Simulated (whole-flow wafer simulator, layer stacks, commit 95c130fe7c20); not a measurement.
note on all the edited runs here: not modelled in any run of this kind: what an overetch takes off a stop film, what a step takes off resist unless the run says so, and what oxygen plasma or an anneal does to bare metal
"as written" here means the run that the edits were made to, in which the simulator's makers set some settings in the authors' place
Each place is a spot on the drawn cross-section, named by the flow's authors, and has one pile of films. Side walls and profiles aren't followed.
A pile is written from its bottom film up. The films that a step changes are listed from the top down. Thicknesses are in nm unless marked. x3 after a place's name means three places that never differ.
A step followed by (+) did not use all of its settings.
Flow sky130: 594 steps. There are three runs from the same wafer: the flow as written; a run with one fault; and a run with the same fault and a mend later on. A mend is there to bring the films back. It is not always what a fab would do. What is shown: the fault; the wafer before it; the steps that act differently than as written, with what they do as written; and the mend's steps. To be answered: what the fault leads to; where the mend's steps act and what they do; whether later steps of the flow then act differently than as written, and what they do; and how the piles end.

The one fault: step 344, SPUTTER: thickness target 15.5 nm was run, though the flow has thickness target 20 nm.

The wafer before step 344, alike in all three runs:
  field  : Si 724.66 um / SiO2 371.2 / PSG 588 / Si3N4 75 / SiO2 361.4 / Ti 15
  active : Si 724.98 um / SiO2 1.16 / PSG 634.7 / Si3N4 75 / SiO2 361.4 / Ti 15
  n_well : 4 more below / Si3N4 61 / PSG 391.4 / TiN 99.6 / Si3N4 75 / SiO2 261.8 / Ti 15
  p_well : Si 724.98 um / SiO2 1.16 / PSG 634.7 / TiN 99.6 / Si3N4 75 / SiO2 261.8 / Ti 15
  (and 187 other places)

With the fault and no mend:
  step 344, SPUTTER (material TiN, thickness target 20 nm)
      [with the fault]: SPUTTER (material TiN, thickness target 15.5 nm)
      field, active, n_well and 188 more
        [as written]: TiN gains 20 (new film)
        [with the fault]: TiN gains 15.5 (new film)
  Later steps of the flow acting differently than as written (not shown: 9 more steps that differ only slightly, by at most 2% or 0.5 nm, whichever is larger):
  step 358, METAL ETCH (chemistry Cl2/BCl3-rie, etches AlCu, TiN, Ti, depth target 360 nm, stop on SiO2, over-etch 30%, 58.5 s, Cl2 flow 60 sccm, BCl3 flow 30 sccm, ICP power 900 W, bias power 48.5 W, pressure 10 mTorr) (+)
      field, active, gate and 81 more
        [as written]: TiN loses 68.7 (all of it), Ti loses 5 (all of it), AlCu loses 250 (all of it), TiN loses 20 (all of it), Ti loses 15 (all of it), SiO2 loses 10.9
        [with the fault]: TiN loses 68.7 (all of it), Ti loses 5 (all of it), AlCu loses 250 (all of it), TiN loses 15.5 (all of it), Ti loses 15 (all of it), SiO2 loses 11.4
  By the end, the piles at n_well, p_well, gate_hv and 104 more depart from the flow's by more than 2% or 0.5 nm, whichever is larger.
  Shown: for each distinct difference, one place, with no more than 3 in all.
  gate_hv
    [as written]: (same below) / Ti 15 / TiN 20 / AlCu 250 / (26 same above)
    [with the fault]: (same below) / Ti 15 / TiN 15.5 / AlCu 250 / (26 same above)
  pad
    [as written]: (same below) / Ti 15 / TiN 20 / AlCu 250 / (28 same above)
    [with the fault]: (same below) / Ti 15 / TiN 15.5 / AlCu 250 / (28 same above)
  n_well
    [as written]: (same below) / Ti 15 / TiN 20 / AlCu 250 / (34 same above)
    [with the fault]: (same below) / Ti 15 / TiN 15.5 / AlCu 250 / (34 same above)

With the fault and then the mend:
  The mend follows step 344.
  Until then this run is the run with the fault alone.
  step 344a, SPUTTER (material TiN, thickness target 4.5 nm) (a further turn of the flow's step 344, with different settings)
      field, active, n_well and 188 more
        TiN gains 4.5
  Every later step of the flow that is run acts as written at every place that is followed.
  By the end, the piles equal the flow's at every place that both follow.
